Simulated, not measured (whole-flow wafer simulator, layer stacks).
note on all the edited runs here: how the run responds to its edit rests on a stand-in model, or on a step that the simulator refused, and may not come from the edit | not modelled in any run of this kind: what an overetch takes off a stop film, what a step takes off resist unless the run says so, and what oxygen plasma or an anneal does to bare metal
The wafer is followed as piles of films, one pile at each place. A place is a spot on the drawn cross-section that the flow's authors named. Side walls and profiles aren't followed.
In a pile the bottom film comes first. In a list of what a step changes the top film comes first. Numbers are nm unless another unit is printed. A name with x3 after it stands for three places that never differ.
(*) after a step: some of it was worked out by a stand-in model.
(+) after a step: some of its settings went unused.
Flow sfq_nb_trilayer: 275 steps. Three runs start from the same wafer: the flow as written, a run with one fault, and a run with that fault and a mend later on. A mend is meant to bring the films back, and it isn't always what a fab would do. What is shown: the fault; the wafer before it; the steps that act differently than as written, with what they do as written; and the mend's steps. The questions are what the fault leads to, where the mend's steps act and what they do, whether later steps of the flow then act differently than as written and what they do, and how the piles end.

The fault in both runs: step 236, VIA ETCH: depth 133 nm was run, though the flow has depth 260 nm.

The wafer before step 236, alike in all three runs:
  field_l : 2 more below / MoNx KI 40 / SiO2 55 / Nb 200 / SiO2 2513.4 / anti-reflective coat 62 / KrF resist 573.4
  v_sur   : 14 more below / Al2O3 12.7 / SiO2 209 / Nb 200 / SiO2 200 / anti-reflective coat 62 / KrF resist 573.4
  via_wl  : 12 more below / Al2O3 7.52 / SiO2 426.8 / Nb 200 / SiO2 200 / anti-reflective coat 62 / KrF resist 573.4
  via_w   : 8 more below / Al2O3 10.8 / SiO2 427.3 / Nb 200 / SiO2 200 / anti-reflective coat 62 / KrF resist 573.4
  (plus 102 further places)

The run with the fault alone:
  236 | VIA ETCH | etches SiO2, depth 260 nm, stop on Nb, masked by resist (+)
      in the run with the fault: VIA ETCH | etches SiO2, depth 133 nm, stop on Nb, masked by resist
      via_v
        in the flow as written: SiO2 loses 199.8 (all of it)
        in the run with the fault: SiO2 loses 133
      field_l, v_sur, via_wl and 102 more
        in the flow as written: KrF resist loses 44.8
        in the run with the fault: KrF resist loses 22.9
  Later steps of the flow acting differently than as written (not shown: 3 more steps that differ only slightly, by at most 2% or 0.5 nm, whichever is larger):
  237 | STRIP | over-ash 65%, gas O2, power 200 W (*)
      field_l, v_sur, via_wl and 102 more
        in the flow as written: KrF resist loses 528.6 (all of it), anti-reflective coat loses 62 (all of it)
        in the run with the fault: KrF resist loses 550.5 (all of it), anti-reflective coat loses 62 (all of it)
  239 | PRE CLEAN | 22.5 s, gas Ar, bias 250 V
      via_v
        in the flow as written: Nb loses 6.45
        in the run with the fault: SiO2 loses 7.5
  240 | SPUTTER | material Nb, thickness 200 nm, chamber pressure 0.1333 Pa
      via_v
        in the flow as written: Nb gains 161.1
        in the run with the fault: Nb gains 177.1 (new film)
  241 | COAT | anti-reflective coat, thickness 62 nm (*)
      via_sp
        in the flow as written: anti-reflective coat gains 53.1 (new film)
        in the run with the fault: anti-reflective coat gains 54.3 (new film)
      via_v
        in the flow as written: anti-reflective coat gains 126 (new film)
        in the run with the fault: anti-reflective coat gains 110.3 (new film)
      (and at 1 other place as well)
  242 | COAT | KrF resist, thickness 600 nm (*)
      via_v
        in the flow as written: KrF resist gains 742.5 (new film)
        in the run with the fault: KrF resist gains 687.3 (new film)
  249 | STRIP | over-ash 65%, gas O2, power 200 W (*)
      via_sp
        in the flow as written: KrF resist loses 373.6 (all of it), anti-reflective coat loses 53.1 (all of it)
        in the run with the fault: KrF resist loses 378.2 (all of it), anti-reflective coat loses 54.3 (all of it)
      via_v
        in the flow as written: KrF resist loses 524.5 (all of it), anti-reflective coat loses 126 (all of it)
        in the run with the fault: KrF resist loses 469.4 (all of it), anti-reflective coat loses 110.3 (all of it)
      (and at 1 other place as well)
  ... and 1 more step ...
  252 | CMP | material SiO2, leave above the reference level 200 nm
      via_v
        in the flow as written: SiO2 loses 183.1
        in the run with the fault: SiO2 loses 157.1
  The piles end different from the flow's at via_v by more than 2% or 0.5 nm, whichever is larger.
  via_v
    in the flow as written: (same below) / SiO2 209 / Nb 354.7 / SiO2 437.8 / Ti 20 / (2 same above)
    in the run with the fault: (same below) / SiO2 209 / Nb 200 / SiO2 59.3 / Nb 177.1 / SiO2 356 / Ti 20 / (2 same above)

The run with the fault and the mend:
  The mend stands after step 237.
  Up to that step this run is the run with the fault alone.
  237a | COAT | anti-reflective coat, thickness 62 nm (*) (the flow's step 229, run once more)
      p4_fl x3, p4_w1 x9, p4_g1 x2 and 63 more
        anti-reflective coat gains 62 (new film)
      be_r, r_sur, res and 6 more
        anti-reflective coat gains 61.8 (new film)
      ce_l, c5j, ce_r, sp_r
        anti-reflective coat gains 61.7 (new film)
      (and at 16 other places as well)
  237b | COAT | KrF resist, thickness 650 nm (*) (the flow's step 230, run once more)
      p4_fl x3, p4_w1 x9, p4_g1 x2 and 63 more
        KrF resist gains 650 (new film)
      field_r, lsp_l, ln_m5, lsp_m, ln_m6, lsp_r, l0_sur, l0v
        KrF resist gains 649.7 (new film)
      res, r_end, moat
        KrF resist gains 649.6 (new film)
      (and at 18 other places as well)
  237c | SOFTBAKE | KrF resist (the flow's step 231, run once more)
      leaves every film unchanged at each place that is followed
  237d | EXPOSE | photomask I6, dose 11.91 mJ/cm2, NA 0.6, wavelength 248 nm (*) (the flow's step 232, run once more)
      leaves every film unchanged at each place that is followed
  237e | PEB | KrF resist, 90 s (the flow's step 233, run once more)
      ce_l, c5j, ce_r and 91 more
        KrF resist loses 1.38
      field_l, v_sur, via_wl and 8 more
        KrF resist loses 1.37
      via_v
        KrF resist loses 1.57
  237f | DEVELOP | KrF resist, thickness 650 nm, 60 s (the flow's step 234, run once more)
      field_l, v_sur, via_wl and 102 more
        KrF resist loses 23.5
      via_v
        KrF resist loses 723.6 (all of it)
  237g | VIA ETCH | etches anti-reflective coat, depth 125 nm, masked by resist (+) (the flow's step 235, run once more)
      field_l, v_sur, via_wl and 102 more
        KrF resist loses 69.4
      via_v
        anti-reflective coat loses 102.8 (all of it), SiO2 loses 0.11
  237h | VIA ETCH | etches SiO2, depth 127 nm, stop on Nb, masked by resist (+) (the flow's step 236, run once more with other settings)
      field_l, v_sur, via_wl and 102 more
        KrF resist loses 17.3
      via_v
        SiO2 loses 66.7 (all of it)
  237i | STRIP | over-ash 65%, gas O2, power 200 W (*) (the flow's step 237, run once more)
      p4_fl x3, p4_w1 x9, p4_g1 x2 and 63 more
        KrF resist loses 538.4 (all of it), anti-reflective coat loses 62 (all of it)
      field_r, lsp_l, ln_m5, lsp_m
        KrF resist loses 538.1 (all of it), anti-reflective coat loses 61.8 (all of it)
      ln_m6, lsp_r, l0_sur, l0v
        KrF resist loses 538.1 (all of it), anti-reflective coat loses 61.9 (all of it)
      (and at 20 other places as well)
  Every later step of the flow that is run acts as written at every place that is followed.
  By the end, the piles equal the flow's at every place that both follow.
